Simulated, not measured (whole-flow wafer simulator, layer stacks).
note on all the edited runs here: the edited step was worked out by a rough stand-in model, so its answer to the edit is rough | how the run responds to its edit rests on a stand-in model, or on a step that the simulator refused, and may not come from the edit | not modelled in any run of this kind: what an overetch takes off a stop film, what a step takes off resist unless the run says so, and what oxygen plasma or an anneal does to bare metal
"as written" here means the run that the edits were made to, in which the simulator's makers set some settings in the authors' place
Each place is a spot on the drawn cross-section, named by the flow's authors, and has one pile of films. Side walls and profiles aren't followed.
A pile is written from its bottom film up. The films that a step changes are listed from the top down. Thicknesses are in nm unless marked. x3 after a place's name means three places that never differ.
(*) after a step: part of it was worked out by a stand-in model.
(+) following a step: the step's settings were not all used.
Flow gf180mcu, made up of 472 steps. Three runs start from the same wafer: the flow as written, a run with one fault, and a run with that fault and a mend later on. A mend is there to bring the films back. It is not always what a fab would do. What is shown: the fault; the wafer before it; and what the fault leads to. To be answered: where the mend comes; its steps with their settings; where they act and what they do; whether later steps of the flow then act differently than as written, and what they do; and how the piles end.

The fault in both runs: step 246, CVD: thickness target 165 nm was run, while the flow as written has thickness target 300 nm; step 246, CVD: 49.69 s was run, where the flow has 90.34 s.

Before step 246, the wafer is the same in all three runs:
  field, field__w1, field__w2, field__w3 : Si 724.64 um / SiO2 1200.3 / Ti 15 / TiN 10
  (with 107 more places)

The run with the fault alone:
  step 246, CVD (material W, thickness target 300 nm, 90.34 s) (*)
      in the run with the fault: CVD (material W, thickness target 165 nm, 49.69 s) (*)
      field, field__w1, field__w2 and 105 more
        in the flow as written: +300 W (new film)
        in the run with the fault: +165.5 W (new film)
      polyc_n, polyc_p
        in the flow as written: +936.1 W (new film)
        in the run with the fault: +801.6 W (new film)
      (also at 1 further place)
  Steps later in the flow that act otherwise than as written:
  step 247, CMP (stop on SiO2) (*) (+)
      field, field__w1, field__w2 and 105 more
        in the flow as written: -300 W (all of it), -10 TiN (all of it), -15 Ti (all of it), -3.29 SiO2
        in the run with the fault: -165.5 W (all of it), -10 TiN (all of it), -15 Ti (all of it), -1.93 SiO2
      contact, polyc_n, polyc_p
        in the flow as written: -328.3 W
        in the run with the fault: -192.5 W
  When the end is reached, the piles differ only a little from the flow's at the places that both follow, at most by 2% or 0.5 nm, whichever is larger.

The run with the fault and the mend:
  After step 246 comes the mend.
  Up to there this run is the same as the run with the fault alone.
  step 246a, CVD (material W, thickness target 135 nm, 40.65 s) (the flow's step 246, run once more with other settings)
      field, field__w1, field__w2 and 106 more
        +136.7 W
      polyc_n, polyc_p
        +136.6 W
  Every later step of the flow that is run acts as written, at every place that is followed, to within 2% or 0.5 nm, whichever is larger.
  When the end is reached, the piles differ only a little from the flow's at the places that both follow, at most by 2% or 0.5 nm, whichever is larger.
